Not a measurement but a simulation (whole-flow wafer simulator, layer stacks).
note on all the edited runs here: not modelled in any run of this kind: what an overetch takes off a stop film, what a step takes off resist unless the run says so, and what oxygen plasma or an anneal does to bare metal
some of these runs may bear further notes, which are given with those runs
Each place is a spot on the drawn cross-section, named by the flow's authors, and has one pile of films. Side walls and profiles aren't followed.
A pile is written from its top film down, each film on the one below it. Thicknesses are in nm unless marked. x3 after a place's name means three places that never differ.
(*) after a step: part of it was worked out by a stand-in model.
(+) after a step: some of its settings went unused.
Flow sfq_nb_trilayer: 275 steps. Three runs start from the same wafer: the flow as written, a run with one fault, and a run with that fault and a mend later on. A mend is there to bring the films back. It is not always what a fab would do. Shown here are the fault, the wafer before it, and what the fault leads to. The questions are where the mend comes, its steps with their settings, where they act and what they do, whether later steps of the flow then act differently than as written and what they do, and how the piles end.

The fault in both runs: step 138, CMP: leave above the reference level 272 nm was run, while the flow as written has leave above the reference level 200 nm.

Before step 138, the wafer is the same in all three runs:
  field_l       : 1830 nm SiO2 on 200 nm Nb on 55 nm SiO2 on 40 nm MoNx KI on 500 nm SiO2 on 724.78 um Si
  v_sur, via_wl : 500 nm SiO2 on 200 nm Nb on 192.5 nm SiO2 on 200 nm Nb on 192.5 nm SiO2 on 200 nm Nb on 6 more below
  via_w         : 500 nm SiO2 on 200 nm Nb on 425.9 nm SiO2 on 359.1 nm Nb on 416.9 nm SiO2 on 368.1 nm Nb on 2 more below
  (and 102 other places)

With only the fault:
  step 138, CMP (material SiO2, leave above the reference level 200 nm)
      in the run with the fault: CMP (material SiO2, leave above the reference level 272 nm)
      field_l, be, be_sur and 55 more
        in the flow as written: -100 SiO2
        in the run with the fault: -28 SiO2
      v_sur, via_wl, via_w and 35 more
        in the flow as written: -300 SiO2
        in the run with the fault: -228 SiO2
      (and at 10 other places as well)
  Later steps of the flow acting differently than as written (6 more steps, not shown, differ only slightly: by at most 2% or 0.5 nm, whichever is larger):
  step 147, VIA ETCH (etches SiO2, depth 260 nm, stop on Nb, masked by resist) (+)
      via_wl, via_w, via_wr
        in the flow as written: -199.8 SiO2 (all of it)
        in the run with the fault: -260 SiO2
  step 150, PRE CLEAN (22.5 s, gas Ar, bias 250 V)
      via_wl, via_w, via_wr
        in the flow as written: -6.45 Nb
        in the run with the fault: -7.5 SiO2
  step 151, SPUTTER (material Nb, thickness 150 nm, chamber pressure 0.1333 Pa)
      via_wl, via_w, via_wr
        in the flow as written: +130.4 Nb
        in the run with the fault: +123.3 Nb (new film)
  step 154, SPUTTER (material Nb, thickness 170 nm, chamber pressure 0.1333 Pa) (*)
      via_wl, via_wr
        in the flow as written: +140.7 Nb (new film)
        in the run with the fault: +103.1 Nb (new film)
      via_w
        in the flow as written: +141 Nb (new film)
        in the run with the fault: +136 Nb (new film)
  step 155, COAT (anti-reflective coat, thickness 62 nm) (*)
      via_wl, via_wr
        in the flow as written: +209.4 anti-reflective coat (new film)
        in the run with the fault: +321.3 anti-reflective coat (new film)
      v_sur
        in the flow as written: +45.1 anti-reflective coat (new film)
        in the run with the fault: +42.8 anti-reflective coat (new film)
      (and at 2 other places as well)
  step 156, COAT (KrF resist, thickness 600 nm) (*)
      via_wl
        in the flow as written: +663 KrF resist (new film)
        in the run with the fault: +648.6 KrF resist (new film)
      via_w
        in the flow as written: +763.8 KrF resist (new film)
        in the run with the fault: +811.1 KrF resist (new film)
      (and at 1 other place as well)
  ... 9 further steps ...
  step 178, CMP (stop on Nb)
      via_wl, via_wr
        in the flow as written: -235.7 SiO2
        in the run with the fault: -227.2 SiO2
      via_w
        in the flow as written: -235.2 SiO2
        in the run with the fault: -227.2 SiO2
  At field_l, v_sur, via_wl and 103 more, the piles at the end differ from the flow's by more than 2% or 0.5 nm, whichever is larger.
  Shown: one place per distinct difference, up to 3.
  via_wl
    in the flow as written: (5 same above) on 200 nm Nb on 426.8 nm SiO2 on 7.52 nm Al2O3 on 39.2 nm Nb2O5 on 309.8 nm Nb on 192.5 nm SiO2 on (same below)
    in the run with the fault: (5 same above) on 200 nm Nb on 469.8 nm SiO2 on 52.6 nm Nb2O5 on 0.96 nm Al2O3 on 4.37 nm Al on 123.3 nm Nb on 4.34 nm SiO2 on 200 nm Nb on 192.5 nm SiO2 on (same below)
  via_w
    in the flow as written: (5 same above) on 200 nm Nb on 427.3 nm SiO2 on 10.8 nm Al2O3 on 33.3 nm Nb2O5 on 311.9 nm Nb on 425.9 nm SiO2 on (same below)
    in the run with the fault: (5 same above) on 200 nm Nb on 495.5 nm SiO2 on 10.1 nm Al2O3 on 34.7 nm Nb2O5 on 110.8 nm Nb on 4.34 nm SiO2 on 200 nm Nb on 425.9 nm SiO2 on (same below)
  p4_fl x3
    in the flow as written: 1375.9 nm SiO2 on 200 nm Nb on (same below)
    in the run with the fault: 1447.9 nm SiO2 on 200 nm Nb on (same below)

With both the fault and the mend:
  After step 139 comes the mend.
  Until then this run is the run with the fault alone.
  step 139a, CMP (material SiO2, leave above the reference level 200 nm) (a further turn of the flow's step 138)
      field_l, v_sur, via_wl and 103 more
        -72 SiO2
  Every later step of the flow that is run acts as written at every place that is followed.
  At every place that both follow, the piles at the end match the flow's.
